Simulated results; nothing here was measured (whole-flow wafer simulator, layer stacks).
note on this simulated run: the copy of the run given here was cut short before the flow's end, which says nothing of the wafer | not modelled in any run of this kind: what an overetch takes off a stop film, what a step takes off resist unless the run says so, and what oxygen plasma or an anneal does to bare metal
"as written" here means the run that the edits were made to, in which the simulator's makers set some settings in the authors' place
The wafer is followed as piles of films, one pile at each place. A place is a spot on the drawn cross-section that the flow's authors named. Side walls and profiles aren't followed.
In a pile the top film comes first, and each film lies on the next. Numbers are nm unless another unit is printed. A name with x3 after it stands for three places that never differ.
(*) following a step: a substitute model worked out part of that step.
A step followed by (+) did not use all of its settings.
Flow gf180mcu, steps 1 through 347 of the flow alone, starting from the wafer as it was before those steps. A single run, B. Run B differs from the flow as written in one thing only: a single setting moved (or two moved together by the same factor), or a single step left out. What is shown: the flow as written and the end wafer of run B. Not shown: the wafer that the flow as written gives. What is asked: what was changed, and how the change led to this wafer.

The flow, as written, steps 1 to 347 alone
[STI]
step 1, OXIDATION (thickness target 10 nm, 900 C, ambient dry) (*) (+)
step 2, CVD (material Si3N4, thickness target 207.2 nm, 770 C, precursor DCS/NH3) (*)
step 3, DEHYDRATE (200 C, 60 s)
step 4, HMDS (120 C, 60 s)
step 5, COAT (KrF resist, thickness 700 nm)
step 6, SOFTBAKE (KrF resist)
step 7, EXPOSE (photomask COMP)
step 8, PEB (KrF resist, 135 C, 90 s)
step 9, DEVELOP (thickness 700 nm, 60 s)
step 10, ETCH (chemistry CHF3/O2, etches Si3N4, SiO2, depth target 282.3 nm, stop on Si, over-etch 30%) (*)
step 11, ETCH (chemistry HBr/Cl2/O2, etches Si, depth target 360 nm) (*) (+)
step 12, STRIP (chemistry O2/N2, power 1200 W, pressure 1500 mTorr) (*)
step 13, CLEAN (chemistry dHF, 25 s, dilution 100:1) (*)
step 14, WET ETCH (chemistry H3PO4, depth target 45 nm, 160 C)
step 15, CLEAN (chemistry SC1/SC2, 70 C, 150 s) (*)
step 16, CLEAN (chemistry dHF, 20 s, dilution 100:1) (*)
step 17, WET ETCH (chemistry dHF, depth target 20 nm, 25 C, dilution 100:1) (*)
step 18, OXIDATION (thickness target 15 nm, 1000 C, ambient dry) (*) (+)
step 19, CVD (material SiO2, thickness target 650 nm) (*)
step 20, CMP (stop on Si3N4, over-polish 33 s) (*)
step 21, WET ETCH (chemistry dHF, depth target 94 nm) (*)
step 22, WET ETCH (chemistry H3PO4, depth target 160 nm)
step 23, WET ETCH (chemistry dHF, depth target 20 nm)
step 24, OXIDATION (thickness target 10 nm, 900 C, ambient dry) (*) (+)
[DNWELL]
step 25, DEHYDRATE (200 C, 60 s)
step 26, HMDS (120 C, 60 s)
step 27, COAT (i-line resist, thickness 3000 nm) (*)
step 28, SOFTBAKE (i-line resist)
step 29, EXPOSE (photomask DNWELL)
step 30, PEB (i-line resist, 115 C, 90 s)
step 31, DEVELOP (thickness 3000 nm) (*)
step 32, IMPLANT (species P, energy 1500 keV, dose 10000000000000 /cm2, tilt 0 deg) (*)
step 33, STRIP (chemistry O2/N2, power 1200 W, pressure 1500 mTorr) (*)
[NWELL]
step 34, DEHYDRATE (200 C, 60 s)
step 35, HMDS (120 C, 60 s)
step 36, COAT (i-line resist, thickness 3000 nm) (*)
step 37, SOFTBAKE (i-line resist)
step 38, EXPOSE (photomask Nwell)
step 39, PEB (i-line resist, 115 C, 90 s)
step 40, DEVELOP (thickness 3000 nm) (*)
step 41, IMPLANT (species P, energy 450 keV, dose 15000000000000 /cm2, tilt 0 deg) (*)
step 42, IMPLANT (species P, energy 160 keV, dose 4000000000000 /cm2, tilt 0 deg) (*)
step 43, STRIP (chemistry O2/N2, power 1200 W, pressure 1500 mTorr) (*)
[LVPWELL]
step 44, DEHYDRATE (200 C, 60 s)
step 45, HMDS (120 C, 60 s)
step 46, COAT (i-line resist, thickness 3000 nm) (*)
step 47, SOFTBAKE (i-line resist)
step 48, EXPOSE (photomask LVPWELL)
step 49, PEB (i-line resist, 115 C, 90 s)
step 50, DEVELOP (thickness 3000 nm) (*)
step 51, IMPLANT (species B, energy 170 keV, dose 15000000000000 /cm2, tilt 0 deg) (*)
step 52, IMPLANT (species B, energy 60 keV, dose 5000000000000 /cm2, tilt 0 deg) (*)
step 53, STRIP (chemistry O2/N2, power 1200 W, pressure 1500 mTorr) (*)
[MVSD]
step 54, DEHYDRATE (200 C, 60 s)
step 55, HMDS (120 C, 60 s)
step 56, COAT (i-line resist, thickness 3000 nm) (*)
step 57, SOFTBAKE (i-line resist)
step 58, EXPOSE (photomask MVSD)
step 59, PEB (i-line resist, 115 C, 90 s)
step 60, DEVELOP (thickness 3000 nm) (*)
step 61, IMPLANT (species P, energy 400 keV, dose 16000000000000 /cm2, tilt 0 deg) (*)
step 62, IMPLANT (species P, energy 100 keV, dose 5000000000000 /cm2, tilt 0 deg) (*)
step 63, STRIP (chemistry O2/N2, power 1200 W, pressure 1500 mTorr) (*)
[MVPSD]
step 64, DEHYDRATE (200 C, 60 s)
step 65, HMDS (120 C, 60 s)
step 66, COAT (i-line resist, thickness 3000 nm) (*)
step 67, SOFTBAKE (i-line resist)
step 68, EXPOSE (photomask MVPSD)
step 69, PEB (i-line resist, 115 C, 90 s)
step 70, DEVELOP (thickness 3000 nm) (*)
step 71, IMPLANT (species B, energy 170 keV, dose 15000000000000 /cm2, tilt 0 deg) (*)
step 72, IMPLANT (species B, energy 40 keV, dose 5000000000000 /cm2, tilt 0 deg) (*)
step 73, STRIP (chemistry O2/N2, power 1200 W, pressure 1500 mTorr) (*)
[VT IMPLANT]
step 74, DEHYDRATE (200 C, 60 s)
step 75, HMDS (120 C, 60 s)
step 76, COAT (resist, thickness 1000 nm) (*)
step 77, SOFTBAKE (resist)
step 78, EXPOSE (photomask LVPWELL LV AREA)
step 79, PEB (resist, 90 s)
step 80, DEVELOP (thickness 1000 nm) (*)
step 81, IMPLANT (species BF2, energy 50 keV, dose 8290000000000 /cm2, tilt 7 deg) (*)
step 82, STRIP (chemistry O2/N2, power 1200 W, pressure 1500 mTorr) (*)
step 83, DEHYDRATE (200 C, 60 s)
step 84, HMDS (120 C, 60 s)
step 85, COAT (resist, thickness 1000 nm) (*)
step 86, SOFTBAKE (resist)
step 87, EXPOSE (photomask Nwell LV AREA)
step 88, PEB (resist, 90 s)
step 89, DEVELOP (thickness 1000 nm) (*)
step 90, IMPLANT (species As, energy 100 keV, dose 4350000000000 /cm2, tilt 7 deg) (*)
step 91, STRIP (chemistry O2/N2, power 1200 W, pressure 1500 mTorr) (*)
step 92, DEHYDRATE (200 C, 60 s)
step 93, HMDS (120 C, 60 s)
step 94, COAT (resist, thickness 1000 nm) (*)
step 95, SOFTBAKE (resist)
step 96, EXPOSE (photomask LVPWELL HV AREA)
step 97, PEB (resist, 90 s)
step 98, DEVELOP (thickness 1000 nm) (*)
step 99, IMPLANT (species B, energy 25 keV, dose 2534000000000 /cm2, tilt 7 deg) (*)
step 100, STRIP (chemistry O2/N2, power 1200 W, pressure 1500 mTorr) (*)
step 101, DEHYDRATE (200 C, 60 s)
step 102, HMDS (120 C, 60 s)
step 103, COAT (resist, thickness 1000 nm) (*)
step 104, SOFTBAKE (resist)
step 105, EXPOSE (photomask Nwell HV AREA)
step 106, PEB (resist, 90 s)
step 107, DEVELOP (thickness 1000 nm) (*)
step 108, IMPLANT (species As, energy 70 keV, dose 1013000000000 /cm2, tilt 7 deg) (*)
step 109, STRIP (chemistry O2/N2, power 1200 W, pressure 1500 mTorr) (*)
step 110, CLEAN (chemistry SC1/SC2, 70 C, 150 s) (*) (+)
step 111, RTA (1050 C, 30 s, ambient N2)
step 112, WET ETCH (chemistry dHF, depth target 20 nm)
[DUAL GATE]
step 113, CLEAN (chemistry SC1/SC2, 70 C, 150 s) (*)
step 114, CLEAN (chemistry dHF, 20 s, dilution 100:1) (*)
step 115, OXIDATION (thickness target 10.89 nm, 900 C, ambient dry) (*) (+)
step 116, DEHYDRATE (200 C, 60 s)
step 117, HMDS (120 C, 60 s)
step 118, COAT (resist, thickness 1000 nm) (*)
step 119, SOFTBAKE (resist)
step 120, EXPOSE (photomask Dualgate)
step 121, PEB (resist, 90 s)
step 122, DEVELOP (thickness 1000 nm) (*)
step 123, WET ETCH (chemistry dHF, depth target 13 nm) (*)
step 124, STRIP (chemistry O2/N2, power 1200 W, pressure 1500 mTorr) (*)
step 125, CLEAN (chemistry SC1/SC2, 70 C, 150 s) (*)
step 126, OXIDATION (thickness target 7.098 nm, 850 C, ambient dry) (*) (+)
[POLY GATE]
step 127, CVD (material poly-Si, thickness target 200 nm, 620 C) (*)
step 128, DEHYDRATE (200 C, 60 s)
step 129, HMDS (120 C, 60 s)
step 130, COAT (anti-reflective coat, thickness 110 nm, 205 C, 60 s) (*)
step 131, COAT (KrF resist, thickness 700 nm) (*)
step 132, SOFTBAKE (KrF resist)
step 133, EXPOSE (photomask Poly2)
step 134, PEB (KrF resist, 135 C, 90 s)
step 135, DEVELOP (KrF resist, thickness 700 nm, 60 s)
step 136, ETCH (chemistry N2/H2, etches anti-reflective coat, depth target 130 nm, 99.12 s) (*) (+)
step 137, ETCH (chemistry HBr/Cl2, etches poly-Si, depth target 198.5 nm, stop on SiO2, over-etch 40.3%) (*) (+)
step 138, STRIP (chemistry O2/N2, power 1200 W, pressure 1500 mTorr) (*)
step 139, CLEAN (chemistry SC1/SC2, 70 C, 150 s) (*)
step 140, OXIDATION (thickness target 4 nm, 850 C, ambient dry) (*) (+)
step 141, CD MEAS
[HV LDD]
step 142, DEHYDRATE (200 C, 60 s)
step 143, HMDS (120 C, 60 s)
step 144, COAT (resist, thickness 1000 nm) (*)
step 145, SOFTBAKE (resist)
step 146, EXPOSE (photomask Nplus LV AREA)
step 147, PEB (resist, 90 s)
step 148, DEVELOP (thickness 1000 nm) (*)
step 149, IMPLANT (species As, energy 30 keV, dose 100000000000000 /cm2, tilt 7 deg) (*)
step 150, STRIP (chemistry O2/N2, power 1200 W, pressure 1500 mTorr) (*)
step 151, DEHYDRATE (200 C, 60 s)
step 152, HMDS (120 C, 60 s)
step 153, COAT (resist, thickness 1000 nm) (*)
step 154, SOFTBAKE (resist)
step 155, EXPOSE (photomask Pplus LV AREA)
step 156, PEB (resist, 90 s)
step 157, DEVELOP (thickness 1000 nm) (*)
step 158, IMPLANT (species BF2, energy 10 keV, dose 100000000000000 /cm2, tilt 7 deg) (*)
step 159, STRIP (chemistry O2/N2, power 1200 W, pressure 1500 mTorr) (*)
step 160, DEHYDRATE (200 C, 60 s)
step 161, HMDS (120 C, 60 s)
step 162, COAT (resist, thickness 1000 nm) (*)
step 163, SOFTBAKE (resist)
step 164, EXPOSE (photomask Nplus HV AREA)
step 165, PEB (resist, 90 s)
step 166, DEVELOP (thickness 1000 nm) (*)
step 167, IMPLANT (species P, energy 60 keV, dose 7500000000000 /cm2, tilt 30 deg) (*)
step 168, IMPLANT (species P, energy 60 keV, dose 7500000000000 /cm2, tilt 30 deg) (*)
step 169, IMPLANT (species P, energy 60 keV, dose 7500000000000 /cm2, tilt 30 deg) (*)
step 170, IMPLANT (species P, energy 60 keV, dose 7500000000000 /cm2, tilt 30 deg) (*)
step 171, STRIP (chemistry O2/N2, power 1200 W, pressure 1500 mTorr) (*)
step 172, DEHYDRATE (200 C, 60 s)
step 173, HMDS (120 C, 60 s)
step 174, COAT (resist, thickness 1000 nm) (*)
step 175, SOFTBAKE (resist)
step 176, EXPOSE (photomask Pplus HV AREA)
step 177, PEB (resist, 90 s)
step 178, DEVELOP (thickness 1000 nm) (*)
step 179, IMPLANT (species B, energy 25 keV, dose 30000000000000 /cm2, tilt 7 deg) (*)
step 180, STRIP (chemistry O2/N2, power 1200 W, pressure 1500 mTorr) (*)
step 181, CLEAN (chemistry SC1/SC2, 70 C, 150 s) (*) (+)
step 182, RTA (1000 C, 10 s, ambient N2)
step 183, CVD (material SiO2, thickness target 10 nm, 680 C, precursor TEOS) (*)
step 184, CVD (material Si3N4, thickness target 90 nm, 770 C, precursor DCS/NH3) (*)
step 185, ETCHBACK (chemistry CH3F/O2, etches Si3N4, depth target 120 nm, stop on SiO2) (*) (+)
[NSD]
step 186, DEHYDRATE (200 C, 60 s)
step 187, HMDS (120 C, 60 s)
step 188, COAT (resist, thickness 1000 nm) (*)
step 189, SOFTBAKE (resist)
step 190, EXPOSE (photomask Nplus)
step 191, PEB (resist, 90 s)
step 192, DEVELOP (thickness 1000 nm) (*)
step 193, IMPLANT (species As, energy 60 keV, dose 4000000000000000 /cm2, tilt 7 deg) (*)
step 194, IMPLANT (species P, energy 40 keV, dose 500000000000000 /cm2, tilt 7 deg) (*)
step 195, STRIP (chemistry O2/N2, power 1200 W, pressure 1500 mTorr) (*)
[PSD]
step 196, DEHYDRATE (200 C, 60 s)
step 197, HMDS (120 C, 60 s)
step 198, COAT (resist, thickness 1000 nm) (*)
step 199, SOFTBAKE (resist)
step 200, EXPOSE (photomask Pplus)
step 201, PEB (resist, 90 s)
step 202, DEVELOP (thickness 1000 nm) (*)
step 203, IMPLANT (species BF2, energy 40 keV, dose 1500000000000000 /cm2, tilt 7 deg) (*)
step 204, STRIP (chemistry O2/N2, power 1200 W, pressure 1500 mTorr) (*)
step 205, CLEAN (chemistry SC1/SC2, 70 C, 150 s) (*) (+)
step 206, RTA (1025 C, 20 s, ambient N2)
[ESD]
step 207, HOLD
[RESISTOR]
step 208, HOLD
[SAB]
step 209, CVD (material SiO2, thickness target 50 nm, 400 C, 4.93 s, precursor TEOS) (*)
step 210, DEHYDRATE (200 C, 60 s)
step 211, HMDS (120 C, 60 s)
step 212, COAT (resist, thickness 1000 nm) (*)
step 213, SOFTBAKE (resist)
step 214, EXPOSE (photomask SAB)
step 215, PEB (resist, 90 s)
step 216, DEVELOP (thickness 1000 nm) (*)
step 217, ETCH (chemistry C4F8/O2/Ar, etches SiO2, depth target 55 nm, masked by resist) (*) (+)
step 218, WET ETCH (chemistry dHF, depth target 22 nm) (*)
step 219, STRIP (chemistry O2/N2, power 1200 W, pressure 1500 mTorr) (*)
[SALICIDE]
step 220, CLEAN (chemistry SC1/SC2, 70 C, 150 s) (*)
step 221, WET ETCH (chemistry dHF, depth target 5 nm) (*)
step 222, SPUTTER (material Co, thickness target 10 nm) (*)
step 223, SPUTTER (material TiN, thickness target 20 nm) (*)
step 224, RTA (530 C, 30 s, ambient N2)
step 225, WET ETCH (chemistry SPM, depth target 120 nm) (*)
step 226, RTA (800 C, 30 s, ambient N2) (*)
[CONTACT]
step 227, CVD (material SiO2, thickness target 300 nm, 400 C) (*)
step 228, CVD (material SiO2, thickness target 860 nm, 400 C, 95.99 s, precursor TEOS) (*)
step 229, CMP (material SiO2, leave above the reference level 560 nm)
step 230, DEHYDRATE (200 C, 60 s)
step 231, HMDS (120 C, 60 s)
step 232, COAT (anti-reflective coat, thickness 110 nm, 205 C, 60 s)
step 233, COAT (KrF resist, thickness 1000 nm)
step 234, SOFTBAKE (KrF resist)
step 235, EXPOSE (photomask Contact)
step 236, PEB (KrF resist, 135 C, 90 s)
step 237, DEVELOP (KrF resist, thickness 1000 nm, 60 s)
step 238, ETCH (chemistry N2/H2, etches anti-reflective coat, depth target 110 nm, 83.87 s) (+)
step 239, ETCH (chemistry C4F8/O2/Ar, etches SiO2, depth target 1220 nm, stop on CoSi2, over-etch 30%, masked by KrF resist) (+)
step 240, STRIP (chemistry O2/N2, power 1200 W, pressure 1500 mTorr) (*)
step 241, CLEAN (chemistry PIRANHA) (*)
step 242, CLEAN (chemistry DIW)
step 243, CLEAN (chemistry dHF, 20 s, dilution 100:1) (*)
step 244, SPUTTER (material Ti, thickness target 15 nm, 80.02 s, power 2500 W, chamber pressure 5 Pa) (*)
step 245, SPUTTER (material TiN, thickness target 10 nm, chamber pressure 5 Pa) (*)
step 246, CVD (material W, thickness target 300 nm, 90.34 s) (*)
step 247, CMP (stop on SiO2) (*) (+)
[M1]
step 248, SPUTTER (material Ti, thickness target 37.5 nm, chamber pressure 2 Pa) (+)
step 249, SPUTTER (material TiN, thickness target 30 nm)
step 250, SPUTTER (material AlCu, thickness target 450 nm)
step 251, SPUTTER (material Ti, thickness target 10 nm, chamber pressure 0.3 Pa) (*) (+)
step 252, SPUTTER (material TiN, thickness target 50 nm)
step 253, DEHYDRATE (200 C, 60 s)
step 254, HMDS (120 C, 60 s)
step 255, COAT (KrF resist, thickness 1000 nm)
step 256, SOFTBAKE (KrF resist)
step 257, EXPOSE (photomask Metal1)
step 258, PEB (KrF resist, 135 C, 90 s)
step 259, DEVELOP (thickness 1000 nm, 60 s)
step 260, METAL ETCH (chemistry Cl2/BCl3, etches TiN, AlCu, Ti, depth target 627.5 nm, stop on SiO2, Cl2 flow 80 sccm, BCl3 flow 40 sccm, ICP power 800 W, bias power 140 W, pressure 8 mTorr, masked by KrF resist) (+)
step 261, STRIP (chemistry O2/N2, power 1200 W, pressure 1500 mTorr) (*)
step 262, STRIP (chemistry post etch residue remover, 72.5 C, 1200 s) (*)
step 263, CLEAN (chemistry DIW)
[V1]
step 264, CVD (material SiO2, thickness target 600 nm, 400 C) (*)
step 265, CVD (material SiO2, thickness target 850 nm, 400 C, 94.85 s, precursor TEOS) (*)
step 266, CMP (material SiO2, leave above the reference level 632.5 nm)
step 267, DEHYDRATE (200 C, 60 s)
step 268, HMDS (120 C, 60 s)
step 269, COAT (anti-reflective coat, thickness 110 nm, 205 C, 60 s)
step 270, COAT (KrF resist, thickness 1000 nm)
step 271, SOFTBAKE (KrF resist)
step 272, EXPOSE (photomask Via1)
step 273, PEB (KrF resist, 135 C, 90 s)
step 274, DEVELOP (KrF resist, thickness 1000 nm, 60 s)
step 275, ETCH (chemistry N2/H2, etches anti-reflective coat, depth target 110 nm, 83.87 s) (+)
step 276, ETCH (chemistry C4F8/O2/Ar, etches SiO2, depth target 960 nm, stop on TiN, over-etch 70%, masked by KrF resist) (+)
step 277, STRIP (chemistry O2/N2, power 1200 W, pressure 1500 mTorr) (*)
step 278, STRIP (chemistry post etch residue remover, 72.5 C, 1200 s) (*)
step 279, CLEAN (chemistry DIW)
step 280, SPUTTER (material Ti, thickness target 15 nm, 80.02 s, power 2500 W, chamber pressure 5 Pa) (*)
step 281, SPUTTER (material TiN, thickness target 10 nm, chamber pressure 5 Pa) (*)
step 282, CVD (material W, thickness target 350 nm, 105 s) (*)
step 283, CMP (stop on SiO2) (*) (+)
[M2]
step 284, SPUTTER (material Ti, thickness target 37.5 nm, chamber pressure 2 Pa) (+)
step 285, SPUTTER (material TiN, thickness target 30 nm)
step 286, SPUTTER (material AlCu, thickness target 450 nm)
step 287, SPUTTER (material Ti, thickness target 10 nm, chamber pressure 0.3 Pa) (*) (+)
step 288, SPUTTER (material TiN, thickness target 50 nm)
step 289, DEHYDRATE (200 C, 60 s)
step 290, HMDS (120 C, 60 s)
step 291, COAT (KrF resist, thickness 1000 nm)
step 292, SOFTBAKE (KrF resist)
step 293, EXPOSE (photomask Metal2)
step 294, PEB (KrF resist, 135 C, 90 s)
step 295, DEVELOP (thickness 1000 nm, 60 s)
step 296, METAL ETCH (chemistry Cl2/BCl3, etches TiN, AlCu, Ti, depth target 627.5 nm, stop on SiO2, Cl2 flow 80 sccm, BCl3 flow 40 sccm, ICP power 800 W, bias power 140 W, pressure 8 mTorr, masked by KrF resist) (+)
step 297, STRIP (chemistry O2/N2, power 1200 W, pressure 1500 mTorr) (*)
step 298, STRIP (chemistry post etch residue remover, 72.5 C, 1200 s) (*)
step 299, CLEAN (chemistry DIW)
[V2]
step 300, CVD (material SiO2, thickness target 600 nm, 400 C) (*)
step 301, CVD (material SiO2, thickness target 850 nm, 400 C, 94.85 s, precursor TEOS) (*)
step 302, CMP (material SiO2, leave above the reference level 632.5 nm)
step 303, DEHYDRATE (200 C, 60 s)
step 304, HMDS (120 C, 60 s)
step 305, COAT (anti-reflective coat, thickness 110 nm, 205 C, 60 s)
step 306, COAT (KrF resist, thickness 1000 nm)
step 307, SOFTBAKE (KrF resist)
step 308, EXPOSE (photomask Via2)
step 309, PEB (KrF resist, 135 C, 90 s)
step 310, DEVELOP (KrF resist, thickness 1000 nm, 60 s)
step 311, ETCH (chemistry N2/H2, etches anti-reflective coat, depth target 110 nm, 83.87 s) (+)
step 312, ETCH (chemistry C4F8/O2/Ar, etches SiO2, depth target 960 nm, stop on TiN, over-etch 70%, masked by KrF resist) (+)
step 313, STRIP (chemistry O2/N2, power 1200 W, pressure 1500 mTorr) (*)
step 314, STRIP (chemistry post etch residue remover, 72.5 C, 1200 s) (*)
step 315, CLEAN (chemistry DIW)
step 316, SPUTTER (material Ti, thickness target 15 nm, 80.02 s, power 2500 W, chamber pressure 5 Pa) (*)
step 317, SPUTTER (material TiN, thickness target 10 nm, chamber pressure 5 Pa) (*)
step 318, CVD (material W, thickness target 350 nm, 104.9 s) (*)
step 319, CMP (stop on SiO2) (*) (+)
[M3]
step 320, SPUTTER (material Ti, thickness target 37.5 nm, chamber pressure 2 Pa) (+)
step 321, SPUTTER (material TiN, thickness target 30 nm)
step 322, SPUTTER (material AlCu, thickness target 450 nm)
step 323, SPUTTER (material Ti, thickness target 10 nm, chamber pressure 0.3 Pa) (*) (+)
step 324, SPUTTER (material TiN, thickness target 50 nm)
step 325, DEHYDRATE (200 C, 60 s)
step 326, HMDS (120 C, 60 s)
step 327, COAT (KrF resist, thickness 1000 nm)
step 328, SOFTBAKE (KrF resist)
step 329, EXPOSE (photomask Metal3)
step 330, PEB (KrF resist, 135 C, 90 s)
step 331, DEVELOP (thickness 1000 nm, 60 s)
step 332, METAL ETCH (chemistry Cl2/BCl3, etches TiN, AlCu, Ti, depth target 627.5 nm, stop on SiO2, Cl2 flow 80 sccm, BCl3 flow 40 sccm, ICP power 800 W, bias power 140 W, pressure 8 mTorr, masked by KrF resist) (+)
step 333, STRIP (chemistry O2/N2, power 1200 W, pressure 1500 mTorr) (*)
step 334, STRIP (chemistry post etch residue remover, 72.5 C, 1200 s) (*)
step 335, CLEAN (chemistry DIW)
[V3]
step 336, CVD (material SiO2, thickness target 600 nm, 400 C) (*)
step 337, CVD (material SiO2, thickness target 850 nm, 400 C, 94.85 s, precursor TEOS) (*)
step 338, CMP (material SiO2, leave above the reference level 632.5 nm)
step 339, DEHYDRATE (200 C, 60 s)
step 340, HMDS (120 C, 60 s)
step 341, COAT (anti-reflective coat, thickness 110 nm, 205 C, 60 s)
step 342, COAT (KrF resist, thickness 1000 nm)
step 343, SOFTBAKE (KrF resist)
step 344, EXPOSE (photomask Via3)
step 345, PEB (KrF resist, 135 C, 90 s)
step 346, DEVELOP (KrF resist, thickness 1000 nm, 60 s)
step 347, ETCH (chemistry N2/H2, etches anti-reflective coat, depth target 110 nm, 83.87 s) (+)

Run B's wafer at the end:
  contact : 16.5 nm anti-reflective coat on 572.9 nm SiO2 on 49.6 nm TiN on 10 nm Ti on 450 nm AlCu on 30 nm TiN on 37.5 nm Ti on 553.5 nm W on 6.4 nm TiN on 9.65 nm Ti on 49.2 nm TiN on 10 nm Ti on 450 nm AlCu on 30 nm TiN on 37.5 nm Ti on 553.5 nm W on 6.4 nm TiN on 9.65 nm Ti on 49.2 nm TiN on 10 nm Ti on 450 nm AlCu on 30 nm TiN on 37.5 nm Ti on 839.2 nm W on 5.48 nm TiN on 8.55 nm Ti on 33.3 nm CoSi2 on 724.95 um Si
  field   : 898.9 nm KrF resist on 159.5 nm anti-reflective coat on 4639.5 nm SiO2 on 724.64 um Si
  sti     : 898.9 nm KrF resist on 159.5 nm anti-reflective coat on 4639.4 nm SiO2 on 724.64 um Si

What caused this: step 341, COAT: thickness 159.5 nm was run, though the flow has thickness 110 nm.
The wafer itself shows it: field has anti-reflective coat 159.5, and step 341 as written asks for 110 nm.

The path from the change to this, step by step:
  step 341, COAT (anti-reflective coat, thickness 110 nm, 205 C, 60 s)
      field, field__w1, field__w2 and 108 more: anti-reflective coat gains 159.5 (new film) (in the flow as written it would be: anti-reflective coat gains 110 (new film))
  step 347, ETCH (chemistry N2/H2, etches anti-reflective coat, depth target 110 nm, 83.87 s) (+)
      contact: anti-reflective coat loses 143 (in the flow as written it would be: anti-reflective coat loses 110 (all of it), SiO2 loses 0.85)
